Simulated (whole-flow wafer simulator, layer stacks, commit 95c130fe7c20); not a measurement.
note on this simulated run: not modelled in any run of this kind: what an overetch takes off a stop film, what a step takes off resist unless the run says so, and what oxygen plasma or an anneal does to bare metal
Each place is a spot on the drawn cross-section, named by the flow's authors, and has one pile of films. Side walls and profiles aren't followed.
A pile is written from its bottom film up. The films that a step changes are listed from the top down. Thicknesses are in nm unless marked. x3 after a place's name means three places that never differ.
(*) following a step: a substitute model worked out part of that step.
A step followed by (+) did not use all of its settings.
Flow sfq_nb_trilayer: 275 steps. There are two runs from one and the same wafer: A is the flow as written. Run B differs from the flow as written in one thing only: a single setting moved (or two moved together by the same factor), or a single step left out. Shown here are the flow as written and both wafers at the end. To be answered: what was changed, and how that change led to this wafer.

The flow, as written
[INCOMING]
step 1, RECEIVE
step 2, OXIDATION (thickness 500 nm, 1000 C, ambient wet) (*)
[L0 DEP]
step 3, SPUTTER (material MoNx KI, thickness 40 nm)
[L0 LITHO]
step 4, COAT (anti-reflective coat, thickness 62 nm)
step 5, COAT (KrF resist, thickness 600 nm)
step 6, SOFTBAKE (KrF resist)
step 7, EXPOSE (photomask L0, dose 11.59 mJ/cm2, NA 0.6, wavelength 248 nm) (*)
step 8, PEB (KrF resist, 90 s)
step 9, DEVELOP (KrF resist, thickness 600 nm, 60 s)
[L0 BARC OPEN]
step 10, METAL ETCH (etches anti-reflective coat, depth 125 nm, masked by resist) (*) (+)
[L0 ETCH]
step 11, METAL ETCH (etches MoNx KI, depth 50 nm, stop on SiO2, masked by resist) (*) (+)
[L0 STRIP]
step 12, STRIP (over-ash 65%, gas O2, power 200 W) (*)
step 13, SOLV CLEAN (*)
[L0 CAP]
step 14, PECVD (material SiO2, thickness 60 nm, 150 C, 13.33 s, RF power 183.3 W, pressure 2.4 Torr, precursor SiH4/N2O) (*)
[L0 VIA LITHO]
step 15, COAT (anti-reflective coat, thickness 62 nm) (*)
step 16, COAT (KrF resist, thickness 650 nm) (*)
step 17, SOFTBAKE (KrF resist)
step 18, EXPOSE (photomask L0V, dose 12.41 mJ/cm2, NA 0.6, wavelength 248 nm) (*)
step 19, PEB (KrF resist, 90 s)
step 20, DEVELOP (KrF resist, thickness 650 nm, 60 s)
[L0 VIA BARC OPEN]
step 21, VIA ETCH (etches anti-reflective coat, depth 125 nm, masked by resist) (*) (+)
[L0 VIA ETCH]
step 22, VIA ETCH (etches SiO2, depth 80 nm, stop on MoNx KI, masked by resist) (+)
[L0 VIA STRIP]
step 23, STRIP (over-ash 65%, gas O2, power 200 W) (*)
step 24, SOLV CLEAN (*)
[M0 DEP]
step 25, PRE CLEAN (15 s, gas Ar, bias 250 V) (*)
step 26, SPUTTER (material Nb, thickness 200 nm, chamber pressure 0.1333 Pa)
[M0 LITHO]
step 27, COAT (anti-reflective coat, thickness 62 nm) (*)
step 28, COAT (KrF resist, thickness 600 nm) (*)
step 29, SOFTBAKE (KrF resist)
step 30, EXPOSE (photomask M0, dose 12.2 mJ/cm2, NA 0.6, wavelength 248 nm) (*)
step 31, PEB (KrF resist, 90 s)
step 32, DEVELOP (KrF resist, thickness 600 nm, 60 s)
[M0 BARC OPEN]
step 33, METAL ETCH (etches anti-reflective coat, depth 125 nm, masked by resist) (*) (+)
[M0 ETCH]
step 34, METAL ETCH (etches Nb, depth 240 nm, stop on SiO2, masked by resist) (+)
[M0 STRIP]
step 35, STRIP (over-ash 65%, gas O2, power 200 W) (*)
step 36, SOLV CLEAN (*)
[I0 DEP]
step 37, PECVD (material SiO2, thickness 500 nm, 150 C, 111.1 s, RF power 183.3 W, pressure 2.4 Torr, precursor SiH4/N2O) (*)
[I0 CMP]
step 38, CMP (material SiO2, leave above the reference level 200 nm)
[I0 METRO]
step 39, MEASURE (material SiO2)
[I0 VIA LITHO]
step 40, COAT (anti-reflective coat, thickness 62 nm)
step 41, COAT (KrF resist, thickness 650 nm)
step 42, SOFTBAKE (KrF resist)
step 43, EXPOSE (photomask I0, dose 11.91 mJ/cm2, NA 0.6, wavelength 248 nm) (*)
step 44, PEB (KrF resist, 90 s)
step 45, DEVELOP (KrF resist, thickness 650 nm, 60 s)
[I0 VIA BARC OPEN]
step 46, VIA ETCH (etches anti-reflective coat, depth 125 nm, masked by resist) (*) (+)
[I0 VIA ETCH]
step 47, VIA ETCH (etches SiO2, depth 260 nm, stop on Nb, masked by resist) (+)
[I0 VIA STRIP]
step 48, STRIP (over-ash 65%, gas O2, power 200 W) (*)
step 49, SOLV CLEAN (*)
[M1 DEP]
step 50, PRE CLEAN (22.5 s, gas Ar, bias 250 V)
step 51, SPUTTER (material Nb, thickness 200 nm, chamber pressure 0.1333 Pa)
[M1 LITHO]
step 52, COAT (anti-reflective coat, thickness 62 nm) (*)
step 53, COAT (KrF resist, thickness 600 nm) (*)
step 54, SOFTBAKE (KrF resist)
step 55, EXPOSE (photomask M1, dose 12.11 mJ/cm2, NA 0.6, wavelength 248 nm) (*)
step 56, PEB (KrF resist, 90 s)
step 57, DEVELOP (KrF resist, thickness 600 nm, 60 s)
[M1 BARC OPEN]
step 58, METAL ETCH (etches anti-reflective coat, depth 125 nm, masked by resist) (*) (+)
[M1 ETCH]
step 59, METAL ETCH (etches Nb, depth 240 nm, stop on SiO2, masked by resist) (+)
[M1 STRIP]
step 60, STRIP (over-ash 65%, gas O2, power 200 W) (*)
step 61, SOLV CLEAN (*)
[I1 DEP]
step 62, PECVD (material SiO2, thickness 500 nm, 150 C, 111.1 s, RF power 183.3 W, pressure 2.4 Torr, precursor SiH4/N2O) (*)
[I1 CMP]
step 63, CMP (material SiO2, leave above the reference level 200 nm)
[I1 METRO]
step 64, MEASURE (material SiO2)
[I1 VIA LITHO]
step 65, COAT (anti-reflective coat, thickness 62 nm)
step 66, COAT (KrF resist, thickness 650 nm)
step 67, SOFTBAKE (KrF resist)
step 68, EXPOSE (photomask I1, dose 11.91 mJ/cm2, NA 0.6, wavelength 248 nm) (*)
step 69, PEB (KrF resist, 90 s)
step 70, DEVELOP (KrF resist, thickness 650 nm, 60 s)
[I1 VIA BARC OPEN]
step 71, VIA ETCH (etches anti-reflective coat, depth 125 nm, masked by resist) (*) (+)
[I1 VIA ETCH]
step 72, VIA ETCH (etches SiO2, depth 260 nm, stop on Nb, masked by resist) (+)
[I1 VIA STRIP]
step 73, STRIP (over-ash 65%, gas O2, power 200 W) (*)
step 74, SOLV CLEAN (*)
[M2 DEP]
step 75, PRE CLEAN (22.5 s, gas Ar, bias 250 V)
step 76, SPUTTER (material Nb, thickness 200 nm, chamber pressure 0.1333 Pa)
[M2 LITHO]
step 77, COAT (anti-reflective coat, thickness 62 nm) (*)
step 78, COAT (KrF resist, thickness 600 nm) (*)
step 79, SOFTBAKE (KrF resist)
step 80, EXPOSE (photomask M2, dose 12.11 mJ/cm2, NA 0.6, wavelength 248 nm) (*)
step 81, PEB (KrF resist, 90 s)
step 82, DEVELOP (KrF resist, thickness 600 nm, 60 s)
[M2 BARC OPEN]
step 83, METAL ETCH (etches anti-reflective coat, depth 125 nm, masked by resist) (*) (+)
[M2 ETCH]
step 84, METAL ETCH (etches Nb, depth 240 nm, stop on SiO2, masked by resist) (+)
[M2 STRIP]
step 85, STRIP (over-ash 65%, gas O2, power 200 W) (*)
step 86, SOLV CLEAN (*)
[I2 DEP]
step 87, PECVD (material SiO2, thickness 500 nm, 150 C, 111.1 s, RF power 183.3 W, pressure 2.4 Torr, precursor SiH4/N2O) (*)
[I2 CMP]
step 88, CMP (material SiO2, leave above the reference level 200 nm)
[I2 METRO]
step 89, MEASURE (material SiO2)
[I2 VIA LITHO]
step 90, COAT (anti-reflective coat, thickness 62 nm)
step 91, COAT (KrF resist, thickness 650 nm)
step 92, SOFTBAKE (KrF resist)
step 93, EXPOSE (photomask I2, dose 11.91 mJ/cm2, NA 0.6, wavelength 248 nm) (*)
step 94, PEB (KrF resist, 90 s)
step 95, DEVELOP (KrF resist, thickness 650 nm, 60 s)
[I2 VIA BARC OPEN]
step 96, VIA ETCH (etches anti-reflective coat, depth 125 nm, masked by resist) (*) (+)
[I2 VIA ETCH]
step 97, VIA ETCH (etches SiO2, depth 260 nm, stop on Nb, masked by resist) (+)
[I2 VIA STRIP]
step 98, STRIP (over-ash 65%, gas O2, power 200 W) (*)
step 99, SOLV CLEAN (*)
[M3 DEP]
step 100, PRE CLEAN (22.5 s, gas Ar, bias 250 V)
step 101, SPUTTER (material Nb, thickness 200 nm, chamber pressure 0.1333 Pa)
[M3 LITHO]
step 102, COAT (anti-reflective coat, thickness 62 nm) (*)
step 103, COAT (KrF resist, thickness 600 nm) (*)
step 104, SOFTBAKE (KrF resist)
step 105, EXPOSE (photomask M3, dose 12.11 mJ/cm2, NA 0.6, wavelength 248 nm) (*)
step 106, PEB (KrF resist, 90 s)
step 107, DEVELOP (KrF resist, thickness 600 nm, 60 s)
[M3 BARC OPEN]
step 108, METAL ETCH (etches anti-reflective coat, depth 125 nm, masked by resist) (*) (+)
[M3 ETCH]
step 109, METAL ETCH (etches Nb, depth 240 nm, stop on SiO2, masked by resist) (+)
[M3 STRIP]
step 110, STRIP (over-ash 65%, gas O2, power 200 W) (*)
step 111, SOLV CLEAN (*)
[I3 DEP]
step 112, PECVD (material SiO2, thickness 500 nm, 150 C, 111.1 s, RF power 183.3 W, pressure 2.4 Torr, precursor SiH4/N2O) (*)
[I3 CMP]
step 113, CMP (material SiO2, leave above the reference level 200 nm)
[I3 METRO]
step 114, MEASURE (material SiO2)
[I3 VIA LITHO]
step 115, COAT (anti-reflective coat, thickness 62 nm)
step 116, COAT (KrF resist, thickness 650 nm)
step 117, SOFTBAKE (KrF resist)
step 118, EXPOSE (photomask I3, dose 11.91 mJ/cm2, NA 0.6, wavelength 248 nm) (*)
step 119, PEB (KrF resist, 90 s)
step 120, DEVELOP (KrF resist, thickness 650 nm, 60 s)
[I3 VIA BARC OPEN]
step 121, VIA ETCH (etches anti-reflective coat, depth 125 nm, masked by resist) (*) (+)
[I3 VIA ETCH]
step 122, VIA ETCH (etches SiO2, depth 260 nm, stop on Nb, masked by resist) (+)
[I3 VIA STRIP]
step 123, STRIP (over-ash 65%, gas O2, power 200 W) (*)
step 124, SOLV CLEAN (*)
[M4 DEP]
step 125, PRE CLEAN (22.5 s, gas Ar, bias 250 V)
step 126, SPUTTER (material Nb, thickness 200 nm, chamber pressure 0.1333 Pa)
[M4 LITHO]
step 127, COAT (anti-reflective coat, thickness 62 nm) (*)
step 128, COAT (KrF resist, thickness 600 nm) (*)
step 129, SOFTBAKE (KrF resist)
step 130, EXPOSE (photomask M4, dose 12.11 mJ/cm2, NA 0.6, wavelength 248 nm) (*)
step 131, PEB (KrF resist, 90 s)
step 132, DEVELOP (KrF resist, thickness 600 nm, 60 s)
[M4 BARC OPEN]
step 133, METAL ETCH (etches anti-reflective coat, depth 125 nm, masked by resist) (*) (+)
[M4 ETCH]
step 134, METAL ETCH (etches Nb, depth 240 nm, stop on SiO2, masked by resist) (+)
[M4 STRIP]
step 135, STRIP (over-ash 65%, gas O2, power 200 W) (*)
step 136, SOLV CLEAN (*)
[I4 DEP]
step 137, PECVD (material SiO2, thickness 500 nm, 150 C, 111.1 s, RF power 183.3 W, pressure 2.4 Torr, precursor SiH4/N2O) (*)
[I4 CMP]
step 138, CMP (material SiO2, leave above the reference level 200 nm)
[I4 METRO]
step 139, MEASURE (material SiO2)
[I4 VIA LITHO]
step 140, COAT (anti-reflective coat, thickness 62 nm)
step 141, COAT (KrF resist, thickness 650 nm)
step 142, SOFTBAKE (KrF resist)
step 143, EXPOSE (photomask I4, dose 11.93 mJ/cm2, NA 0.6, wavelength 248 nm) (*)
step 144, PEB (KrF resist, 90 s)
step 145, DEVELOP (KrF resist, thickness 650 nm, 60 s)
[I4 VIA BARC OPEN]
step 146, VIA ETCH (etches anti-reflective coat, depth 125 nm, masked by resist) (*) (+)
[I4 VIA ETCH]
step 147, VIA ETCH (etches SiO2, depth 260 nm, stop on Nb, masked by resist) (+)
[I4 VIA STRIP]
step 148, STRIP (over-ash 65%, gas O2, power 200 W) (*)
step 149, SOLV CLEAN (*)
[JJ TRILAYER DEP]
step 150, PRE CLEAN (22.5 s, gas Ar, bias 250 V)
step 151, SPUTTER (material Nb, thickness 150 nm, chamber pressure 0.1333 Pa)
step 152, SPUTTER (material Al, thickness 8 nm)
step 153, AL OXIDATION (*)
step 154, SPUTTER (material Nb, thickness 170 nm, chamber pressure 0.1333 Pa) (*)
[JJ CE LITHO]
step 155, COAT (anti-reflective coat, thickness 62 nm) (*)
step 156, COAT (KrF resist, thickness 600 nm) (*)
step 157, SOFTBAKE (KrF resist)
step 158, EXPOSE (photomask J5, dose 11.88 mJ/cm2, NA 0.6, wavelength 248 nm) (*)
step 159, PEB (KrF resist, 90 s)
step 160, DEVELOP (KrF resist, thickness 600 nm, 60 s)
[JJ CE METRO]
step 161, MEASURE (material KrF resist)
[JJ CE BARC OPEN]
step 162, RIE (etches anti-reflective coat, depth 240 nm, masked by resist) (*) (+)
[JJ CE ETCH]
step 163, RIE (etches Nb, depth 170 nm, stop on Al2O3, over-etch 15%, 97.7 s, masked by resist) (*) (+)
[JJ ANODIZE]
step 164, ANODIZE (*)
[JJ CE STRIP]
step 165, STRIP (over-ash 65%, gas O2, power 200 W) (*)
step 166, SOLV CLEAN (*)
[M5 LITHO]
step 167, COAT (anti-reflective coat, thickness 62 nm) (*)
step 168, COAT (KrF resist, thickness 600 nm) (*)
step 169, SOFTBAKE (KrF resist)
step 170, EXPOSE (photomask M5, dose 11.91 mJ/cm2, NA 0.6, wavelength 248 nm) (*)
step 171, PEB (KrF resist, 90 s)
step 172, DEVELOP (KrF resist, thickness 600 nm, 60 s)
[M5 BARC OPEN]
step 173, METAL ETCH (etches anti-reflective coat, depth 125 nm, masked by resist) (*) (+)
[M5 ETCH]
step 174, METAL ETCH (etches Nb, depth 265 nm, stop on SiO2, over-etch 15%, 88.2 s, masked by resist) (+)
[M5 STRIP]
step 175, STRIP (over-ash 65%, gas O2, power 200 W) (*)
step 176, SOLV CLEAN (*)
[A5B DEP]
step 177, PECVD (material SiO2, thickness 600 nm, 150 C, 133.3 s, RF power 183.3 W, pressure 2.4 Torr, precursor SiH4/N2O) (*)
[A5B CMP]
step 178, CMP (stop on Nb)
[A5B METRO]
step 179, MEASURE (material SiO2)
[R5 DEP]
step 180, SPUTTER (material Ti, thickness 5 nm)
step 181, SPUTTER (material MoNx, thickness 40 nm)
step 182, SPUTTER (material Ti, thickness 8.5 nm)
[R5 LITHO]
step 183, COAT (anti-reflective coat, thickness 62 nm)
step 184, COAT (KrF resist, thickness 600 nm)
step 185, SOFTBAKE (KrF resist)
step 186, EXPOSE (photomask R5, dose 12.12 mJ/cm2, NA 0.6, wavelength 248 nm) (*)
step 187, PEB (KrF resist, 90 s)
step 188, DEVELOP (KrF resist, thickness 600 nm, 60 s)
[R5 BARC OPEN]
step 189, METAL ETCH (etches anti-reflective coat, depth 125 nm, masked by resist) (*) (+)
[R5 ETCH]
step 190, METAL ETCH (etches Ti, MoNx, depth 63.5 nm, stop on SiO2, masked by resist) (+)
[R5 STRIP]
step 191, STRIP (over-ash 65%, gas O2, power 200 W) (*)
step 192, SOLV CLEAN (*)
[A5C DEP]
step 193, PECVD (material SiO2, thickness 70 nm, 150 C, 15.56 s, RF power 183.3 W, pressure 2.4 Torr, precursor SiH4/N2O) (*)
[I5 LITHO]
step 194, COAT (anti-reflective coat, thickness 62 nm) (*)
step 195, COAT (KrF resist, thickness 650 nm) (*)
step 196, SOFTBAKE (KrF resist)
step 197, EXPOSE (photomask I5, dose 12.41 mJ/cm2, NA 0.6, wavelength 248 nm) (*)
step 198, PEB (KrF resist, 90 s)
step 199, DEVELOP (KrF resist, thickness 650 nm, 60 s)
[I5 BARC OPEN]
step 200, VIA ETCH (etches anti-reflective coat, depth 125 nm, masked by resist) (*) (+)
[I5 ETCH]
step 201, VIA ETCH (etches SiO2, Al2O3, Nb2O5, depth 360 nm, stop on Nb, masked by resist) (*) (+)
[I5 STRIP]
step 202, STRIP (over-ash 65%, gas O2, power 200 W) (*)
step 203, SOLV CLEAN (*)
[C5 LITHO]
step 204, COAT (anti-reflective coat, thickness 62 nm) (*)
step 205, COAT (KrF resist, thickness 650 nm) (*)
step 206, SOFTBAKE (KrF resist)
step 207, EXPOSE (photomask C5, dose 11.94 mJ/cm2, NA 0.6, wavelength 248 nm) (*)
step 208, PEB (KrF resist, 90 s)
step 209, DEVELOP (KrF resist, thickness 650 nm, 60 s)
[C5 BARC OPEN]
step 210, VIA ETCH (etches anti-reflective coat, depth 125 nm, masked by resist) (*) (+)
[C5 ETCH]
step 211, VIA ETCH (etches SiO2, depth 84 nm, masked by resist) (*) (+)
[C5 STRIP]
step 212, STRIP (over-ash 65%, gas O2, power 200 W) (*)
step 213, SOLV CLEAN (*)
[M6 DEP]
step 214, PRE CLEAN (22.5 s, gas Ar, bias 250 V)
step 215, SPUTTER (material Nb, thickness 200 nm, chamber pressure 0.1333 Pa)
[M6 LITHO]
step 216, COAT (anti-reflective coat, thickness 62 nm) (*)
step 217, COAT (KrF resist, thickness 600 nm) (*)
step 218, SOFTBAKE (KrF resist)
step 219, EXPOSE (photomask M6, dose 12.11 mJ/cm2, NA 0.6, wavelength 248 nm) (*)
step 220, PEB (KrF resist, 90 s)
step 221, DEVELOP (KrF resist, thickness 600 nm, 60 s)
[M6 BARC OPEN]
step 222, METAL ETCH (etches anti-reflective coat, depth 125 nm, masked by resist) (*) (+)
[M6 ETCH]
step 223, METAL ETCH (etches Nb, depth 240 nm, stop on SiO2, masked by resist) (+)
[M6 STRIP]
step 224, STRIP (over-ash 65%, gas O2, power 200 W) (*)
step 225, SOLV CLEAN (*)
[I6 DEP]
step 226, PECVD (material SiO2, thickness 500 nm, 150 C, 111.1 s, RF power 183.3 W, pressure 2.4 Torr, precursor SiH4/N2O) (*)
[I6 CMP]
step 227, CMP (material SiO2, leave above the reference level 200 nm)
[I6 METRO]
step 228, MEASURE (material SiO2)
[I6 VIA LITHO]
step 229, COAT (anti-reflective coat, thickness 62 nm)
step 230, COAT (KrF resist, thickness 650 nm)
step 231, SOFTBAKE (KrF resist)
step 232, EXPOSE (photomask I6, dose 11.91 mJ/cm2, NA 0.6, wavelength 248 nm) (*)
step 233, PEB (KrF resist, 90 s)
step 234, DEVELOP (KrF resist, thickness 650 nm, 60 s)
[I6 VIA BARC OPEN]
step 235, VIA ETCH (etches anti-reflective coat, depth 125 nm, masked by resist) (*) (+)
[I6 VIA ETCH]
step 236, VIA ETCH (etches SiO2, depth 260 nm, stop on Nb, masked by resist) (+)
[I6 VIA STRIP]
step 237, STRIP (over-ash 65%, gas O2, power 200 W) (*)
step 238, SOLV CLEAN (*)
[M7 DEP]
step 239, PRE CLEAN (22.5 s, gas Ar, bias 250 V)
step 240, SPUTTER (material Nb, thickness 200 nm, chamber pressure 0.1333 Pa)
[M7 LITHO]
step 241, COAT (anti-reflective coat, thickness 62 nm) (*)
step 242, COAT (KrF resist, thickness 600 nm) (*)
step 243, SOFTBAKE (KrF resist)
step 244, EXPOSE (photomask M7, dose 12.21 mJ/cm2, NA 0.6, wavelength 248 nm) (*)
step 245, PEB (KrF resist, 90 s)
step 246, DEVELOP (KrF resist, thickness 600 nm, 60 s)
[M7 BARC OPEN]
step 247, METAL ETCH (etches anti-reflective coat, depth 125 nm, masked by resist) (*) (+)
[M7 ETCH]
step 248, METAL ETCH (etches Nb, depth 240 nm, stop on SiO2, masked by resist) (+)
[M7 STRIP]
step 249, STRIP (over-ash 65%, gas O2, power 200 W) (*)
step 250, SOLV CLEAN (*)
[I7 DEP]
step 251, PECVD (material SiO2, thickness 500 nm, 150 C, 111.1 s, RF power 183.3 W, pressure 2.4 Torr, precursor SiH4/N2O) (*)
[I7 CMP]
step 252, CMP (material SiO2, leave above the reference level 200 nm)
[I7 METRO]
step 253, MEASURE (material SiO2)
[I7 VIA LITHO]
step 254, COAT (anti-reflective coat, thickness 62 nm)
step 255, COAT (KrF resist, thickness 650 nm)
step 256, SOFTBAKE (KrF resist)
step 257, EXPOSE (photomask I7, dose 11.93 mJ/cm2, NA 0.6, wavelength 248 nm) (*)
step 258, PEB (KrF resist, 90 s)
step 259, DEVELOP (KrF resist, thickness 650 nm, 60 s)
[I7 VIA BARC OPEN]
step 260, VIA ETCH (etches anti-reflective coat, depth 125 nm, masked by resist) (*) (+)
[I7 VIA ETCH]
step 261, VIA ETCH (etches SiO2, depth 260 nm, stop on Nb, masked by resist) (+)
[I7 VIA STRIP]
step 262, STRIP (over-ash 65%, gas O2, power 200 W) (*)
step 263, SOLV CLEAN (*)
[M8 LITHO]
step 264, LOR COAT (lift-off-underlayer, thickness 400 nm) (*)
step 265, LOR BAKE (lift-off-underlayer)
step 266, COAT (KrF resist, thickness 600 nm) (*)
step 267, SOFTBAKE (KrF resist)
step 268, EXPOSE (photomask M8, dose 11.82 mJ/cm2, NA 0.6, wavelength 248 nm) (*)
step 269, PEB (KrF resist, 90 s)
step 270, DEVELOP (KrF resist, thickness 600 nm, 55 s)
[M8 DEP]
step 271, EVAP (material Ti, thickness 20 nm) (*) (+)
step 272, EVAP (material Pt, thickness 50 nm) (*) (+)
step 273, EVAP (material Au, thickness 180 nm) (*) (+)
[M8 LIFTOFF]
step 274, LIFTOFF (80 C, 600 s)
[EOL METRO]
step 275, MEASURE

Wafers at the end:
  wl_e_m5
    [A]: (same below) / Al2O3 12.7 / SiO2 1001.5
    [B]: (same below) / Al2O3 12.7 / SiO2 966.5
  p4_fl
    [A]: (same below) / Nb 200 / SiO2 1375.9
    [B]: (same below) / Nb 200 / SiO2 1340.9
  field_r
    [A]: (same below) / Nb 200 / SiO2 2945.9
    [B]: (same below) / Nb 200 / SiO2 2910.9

The reason: step 240, SPUTTER: thickness 165 nm was run, while the flow as written has thickness 200 nm.

Step by step, how the change led to this:
  step 240, SPUTTER (material Nb, thickness 200 nm, chamber pressure 0.1333 Pa)
      field_l, v_sur, via_wl and 102 more: A Nb gains 200 (new film) | B Nb gains 165 (new film)
      via_v: A Nb gains 161.1 | B Nb gains 132.8
  step 248, METAL ETCH (etches Nb, depth 240 nm, stop on SiO2, masked by resist) (+)
      field_l, field_r, lsp_l and 62 more: A Nb loses 200 (all of it) | B Nb loses 165 (all of it)
  step 251, PECVD (material SiO2, thickness 500 nm, 150 C, 111.1 s, RF power 183.3 W, pressure 2.4 Torr, precursor SiH4/N2O) (*)
      m7r_space_l x2: A SiO2 gains 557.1 | B SiO2 gains 522.1
  step 252, CMP (material SiO2, leave above the reference level 200 nm)
      field_l, p4_fl, p4_fm and 56 more: A SiO2 loses 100 | B SiO2 loses 135
      field_r, lsp_l: A SiO2 loses 77.7 | B SiO2 loses 116.6
      (also at 2 further places)
